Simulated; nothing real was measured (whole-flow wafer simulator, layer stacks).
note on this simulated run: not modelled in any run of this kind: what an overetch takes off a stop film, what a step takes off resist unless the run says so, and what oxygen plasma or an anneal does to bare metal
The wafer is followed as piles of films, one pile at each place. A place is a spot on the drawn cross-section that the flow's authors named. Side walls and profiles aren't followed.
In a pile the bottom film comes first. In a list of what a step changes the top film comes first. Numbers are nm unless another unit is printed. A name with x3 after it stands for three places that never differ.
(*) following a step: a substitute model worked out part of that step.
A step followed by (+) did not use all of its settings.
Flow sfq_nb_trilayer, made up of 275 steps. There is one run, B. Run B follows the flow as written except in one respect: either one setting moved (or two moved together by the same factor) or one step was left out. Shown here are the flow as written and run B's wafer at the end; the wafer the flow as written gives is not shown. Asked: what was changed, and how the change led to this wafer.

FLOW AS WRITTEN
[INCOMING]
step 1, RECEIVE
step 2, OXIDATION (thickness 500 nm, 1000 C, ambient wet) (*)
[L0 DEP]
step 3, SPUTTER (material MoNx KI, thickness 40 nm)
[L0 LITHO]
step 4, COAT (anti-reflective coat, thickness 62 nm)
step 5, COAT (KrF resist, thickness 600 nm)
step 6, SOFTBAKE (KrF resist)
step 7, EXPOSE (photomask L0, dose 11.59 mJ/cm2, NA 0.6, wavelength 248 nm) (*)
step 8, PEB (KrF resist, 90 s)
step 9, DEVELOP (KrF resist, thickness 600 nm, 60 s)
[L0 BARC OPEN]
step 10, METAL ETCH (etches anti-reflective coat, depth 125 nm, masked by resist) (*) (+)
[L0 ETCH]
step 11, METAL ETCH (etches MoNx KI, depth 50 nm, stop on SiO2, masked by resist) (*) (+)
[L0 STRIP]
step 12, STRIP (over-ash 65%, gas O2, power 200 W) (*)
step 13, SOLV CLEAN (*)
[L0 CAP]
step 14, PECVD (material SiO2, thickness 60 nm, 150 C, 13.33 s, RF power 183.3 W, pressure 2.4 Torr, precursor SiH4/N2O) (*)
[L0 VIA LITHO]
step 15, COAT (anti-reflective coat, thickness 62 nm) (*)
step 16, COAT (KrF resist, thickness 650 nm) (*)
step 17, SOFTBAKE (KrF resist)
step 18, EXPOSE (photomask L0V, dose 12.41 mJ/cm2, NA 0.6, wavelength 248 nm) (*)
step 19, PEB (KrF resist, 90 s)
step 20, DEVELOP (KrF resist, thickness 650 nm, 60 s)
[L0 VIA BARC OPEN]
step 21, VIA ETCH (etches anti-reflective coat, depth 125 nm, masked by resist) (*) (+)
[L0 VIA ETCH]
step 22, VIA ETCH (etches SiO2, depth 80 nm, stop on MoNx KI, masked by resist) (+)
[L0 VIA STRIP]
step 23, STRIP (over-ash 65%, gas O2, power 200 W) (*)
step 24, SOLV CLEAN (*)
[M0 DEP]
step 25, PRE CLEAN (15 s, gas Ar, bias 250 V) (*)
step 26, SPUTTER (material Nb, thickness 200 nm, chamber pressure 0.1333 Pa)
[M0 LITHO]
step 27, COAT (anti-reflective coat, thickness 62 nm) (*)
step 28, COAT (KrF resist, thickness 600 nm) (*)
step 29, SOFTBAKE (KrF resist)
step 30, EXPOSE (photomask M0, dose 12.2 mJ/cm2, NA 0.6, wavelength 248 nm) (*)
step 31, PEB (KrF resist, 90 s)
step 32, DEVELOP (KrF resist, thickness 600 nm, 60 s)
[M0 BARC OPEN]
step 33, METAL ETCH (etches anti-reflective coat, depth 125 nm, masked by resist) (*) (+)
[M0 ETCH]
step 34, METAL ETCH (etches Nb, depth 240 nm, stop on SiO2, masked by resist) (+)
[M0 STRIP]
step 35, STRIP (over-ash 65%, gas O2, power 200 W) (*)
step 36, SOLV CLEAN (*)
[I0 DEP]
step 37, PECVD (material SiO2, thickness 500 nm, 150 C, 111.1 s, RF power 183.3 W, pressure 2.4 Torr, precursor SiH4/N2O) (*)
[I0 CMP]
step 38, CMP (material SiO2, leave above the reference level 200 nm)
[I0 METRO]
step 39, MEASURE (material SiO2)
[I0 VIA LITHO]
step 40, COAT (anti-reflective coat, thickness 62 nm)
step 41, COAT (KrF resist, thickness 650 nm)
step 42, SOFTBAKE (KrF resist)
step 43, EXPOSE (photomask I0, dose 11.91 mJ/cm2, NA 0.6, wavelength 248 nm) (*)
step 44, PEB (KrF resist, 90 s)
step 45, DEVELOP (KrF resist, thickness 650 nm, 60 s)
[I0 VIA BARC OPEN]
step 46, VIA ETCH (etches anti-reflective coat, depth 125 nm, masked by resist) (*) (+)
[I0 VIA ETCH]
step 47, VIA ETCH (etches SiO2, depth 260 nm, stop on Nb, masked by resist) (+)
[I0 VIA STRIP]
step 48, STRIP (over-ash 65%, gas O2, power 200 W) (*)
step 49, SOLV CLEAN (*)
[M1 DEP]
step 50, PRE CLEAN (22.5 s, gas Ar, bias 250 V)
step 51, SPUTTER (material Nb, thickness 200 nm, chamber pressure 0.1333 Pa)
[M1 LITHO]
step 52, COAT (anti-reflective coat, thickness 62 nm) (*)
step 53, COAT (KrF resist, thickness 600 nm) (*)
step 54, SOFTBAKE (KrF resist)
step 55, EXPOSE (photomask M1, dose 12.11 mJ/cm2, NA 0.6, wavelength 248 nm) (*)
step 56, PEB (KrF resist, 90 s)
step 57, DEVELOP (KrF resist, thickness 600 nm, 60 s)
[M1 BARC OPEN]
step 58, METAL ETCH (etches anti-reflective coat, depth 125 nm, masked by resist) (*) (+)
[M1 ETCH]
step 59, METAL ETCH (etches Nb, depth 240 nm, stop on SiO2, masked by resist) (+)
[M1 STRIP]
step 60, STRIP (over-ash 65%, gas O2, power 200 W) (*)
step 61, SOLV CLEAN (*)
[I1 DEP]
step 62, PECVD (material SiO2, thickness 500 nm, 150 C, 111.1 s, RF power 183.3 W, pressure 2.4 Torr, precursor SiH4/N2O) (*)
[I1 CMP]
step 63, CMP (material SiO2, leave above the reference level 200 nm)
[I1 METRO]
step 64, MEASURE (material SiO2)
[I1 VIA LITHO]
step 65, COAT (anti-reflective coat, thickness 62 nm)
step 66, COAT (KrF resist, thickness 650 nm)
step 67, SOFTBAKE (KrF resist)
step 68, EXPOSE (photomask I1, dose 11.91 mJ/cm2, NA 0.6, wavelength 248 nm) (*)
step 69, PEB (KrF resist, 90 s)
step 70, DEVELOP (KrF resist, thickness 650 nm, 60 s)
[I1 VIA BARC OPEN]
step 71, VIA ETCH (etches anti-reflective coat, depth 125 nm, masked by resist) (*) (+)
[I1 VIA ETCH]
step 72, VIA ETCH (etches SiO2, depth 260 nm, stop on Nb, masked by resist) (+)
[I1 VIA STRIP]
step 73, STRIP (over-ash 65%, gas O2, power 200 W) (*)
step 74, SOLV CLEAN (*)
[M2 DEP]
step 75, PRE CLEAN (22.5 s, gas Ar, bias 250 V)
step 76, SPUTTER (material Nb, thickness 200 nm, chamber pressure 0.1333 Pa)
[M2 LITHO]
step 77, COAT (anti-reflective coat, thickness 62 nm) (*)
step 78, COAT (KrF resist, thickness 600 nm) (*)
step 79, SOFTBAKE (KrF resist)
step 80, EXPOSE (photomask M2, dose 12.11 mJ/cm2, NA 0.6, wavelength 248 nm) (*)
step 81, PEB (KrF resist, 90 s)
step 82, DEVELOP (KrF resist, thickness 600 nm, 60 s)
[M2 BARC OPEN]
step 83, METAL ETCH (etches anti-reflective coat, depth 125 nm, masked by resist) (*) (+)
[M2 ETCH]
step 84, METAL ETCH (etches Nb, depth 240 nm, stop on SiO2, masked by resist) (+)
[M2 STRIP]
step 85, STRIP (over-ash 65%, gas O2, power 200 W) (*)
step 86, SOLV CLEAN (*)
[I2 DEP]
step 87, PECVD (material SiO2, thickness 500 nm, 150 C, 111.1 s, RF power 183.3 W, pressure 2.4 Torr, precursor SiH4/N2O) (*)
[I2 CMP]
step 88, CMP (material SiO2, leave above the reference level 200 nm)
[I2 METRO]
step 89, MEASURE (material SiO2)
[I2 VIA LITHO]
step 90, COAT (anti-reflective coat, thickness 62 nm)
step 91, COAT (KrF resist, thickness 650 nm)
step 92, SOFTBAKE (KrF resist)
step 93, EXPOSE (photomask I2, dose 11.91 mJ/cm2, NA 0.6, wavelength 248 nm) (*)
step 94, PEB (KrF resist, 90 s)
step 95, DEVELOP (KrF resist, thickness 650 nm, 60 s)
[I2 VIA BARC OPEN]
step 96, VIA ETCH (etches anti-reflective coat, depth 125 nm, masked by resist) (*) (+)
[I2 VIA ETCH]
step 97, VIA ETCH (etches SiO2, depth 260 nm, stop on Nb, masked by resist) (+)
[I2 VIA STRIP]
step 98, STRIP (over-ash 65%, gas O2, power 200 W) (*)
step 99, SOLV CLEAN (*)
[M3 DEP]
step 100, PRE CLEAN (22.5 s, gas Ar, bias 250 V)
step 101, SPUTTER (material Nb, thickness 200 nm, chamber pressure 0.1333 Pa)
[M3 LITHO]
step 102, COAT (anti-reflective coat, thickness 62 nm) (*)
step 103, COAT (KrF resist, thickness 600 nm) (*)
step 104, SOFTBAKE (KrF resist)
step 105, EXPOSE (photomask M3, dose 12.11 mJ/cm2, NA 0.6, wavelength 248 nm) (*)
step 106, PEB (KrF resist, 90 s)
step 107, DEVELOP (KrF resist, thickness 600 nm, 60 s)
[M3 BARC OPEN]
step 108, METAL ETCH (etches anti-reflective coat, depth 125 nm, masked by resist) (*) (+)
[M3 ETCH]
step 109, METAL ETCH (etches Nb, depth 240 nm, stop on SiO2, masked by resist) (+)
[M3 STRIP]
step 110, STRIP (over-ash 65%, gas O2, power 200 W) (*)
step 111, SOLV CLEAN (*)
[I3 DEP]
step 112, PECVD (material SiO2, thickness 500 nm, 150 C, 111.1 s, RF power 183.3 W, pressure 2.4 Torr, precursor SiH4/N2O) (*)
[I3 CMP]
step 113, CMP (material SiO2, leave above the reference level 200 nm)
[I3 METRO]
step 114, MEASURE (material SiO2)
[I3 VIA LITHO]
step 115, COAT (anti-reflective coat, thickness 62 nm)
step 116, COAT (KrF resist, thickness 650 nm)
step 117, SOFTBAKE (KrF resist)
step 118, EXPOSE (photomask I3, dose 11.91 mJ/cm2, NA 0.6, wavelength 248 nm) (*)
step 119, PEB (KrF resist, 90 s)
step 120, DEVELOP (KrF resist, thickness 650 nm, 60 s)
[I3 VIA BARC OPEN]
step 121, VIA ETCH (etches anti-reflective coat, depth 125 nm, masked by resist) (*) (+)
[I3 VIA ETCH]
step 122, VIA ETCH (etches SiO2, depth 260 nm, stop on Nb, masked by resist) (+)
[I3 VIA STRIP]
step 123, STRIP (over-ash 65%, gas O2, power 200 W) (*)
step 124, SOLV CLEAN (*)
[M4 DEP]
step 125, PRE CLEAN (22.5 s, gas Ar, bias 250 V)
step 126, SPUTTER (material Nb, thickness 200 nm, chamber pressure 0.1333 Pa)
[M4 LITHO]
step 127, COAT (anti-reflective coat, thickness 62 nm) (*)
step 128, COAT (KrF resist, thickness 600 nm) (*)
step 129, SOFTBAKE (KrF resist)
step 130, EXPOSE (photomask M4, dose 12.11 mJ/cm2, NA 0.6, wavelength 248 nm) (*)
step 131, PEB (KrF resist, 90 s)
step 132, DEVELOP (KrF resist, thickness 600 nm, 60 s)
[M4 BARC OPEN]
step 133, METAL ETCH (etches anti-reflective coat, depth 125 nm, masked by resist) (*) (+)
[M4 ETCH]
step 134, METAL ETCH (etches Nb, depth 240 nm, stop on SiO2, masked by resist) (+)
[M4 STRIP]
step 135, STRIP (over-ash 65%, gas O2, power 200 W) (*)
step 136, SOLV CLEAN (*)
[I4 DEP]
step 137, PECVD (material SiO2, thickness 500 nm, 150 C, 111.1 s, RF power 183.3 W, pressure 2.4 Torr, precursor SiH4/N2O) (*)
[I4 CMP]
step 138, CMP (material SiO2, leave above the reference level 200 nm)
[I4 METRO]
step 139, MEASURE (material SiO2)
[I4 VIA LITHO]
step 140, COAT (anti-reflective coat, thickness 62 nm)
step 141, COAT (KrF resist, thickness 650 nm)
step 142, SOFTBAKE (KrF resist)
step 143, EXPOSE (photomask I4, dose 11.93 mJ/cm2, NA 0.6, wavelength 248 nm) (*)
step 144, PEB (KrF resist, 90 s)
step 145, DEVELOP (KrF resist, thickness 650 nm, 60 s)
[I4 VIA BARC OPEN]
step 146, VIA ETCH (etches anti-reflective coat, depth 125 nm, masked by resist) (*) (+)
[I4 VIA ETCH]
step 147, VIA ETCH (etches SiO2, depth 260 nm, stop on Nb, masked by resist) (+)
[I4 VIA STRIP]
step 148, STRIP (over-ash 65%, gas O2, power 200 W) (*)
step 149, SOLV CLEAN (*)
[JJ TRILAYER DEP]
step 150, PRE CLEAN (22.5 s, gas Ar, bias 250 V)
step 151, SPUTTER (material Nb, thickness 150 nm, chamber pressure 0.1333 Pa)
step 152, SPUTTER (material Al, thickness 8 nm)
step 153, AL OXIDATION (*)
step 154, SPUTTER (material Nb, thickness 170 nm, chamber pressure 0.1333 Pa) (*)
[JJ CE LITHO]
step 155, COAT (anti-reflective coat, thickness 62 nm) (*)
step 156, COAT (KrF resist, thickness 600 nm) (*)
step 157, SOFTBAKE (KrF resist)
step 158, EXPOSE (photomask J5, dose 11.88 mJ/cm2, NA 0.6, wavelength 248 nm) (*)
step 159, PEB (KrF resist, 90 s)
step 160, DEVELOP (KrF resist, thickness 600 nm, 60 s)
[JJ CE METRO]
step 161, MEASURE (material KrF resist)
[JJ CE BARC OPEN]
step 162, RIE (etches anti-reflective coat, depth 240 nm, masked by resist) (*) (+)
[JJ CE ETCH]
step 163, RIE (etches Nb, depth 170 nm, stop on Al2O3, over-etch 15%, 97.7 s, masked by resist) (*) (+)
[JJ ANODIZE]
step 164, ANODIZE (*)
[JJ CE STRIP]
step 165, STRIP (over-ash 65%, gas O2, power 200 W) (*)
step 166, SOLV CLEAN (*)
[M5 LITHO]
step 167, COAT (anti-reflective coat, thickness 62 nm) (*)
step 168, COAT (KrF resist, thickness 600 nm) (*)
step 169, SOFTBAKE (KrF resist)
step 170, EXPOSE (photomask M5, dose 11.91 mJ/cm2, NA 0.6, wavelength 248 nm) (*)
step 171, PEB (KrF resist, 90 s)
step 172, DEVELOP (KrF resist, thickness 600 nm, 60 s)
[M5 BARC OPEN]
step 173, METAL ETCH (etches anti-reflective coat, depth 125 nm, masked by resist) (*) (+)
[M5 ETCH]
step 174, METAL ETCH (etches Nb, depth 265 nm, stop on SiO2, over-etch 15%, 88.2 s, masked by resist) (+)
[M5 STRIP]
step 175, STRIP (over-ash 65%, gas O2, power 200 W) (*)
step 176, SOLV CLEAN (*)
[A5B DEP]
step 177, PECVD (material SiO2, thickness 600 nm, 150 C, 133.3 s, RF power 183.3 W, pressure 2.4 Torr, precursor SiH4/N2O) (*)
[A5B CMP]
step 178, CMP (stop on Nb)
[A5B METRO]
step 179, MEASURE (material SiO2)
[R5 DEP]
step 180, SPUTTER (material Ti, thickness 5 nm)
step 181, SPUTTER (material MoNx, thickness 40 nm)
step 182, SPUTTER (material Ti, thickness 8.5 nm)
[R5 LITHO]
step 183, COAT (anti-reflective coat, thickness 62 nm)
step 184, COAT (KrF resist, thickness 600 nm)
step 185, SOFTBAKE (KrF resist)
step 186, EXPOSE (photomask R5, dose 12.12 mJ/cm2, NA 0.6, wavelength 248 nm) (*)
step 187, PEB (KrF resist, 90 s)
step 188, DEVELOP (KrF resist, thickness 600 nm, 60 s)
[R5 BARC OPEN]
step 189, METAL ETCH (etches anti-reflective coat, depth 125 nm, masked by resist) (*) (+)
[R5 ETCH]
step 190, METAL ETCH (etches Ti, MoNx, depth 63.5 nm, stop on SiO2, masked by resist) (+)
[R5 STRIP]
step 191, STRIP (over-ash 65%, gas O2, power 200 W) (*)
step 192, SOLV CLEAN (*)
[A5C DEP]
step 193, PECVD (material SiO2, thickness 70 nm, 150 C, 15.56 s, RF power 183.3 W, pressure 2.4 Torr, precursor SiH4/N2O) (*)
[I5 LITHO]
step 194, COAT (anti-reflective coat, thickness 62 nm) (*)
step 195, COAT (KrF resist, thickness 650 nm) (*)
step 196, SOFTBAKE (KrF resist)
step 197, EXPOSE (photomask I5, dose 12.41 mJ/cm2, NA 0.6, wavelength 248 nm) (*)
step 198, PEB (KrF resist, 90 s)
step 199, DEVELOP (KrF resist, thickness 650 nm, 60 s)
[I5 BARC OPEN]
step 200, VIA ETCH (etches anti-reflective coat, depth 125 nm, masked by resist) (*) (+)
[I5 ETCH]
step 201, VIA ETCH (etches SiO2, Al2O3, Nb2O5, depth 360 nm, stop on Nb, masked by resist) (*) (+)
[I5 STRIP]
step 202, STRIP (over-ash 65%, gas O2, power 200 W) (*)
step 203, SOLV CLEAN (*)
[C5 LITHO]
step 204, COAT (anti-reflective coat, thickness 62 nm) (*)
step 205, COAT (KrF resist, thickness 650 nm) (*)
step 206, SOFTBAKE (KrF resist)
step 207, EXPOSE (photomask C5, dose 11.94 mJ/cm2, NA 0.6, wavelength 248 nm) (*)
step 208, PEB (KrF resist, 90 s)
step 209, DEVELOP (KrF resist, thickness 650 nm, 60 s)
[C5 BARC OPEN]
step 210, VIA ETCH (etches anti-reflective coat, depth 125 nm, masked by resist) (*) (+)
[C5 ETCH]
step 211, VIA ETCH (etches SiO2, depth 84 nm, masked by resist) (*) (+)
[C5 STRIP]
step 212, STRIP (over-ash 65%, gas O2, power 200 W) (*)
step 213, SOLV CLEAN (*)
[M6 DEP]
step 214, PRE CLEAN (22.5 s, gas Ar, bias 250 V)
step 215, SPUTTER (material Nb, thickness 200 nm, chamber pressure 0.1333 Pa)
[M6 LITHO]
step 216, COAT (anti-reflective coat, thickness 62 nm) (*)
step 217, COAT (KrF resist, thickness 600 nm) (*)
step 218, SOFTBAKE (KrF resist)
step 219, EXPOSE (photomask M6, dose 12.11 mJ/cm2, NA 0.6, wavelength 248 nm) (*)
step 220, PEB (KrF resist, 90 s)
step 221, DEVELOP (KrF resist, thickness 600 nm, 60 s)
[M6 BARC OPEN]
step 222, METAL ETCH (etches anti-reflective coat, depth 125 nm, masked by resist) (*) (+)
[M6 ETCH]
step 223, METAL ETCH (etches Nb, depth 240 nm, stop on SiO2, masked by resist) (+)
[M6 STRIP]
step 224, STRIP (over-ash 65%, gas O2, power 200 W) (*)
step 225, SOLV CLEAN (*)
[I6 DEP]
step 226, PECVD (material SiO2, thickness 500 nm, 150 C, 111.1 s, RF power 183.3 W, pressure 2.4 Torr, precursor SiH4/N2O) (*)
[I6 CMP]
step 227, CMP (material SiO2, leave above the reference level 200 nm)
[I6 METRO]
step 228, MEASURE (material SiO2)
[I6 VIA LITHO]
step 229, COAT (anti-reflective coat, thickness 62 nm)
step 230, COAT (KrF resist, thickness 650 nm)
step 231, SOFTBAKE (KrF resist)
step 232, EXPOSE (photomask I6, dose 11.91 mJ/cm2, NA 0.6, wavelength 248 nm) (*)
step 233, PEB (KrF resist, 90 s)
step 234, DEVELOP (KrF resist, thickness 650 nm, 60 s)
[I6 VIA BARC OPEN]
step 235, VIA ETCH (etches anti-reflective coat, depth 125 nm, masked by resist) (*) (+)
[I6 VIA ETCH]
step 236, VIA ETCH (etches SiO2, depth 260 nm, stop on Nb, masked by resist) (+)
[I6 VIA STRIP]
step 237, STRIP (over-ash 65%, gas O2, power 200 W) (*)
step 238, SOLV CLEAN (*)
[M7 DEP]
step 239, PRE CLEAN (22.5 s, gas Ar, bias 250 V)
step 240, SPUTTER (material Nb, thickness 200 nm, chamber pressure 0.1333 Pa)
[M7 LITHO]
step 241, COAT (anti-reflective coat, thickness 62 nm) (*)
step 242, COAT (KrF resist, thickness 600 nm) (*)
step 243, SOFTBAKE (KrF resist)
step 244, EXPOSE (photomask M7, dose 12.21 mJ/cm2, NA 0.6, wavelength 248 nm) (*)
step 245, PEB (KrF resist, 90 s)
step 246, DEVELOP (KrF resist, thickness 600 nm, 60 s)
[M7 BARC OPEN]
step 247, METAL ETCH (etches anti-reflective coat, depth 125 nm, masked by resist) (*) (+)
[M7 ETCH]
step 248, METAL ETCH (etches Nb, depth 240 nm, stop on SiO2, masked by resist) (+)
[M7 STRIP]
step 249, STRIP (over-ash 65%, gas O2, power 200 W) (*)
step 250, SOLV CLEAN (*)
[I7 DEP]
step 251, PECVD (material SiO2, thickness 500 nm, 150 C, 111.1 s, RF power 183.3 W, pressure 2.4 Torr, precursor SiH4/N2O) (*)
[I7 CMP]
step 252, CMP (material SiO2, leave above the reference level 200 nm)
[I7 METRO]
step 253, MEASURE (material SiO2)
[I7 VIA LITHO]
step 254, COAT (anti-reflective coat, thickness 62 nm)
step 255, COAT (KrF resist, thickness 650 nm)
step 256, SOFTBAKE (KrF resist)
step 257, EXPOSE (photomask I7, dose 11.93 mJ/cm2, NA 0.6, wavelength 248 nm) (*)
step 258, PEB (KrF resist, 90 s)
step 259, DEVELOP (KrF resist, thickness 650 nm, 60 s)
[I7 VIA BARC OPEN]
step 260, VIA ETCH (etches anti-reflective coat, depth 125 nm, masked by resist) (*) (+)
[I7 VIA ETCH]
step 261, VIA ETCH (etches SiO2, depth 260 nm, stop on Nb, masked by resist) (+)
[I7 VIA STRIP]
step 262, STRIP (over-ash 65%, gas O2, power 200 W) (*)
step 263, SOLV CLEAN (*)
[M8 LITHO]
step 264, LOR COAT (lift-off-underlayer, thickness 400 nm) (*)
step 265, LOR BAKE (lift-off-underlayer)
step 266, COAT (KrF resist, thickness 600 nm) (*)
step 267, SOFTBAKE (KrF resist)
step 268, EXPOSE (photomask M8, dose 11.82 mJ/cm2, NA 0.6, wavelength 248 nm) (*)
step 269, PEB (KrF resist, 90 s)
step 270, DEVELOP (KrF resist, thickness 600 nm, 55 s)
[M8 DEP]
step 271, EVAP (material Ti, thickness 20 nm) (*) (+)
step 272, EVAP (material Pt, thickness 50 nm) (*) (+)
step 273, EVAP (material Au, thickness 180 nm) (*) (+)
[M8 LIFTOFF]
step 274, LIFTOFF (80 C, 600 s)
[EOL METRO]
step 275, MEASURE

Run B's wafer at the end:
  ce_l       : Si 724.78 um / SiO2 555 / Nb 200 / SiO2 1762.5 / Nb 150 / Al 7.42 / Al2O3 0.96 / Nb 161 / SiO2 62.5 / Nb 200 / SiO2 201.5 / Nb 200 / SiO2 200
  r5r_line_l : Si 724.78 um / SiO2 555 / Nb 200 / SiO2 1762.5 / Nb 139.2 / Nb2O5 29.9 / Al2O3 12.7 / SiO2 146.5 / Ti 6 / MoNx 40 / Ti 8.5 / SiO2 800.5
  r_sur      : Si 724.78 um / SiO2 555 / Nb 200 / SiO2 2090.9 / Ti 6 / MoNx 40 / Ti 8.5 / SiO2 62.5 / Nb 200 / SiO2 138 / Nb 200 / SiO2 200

What caused this: step 180, SPUTTER: thickness 6 nm was run, though the flow has thickness 5 nm.
One can read it off the wafer: r5r_line_l has Ti 6, and step 180 as written asks for 5 nm.

How this came from the change, step by step:
  step 180, SPUTTER (material Ti, thickness 5 nm)
      field_l, v_sur, via_wl and 103 more: +6 Ti (new film) (in the flow as written it would be: +5 Ti (new film))
  step 190, METAL ETCH (etches Ti, MoNx, depth 63.5 nm, stop on SiO2, masked by resist) (+)
      field_l, v_sur, via_wl and 92 more: -8.5 Ti (all of it), -40 MoNx (all of it), -6 Ti (all of it) (in the flow as written it would be: -8.5 Ti (all of it), -40 MoNx (all of it), -5 Ti (all of it))
      ce_l, c5j, ce_r, wl_jj: -8.5 Ti (all of it), -40 MoNx (all of it), -6 Ti (all of it), -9 Nb (in the flow as written it would be: -8.5 Ti (all of it), -40 MoNx (all of it), -5 Ti (all of it), -10 Nb)
